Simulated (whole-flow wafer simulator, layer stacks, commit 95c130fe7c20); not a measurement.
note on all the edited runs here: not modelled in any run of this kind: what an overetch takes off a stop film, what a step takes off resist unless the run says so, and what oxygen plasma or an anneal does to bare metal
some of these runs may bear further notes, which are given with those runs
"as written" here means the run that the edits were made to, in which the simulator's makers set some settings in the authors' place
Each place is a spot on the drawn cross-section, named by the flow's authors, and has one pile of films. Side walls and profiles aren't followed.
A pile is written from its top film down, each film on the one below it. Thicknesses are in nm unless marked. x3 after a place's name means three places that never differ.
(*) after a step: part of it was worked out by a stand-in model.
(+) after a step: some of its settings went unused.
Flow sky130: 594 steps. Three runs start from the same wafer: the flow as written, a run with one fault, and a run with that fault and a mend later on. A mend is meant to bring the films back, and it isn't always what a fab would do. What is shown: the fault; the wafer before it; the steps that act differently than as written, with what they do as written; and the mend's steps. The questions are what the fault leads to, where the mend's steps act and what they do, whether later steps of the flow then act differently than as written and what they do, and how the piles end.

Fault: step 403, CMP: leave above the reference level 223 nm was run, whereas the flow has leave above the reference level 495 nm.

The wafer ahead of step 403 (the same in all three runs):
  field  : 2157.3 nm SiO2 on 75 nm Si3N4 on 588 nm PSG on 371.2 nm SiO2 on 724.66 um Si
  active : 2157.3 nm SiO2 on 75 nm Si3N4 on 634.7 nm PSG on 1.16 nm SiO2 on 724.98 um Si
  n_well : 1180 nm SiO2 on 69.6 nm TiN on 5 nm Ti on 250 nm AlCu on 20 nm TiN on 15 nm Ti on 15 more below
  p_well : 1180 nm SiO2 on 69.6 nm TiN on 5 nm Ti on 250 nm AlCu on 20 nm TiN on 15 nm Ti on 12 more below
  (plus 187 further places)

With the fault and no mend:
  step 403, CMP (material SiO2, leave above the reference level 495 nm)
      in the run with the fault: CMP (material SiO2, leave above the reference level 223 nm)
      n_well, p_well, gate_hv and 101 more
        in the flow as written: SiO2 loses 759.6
        in the run with the fault: SiO2 loses 1031.6
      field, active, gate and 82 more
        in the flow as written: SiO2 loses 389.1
        in the run with the fault: SiO2 loses 661.1
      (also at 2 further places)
  Steps later in the flow that act otherwise than as written (4 more steps, not shown, differ only slightly: by at most 2% or 0.5 nm, whichever is larger):
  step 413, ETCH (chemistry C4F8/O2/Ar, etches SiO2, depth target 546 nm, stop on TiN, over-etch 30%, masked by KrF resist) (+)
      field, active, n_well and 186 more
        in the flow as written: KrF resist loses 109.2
        in the run with the fault: KrF resist loses 38.6
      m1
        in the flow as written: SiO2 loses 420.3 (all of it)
        in the run with the fault: SiO2 loses 148.3 (all of it)
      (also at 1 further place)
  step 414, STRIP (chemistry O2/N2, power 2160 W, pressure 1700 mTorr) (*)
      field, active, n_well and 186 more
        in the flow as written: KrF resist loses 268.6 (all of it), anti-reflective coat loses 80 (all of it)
        in the run with the fault: KrF resist loses 339.3 (all of it), anti-reflective coat loses 80 (all of it)
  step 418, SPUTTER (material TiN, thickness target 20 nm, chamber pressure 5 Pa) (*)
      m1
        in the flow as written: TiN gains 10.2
        in the run with the fault: TiN gains 14.7
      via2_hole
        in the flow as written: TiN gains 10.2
        in the run with the fault: TiN gains 14.6
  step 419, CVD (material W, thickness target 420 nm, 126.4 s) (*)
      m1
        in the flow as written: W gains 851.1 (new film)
        in the run with the fault: W gains 574.7 (new film)
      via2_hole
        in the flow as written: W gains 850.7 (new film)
        in the run with the fault: W gains 574.2 (new film)
  At field, active, n_well and 190 more, the piles at the end differ from the flow's by more than 2% or 0.5 nm, whichever is larger.
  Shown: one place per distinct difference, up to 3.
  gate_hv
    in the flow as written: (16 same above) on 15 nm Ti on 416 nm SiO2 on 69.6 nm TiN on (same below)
    in the run with the fault: (16 same above) on 15 nm Ti on 144 nm SiO2 on 69.6 nm TiN on (same below)
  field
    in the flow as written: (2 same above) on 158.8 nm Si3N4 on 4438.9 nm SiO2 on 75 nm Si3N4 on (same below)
    in the run with the fault: (2 same above) on 158.8 nm Si3N4 on 4166.9 nm SiO2 on 75 nm Si3N4 on (same below)
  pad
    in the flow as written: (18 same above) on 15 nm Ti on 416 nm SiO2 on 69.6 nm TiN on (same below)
    in the run with the fault: (18 same above) on 15 nm Ti on 144 nm SiO2 on 69.6 nm TiN on (same below)

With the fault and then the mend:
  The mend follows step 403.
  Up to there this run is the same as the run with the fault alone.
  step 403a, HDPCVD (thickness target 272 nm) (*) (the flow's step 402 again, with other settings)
      field, active, n_well and 188 more
        SiO2 gains 272
  None of the later steps of the flow differs from how it acts as written, at any place that is followed, by more than 2% or 0.5 nm, whichever is larger.
  The piles end the same as the flow's at every place that both follow.
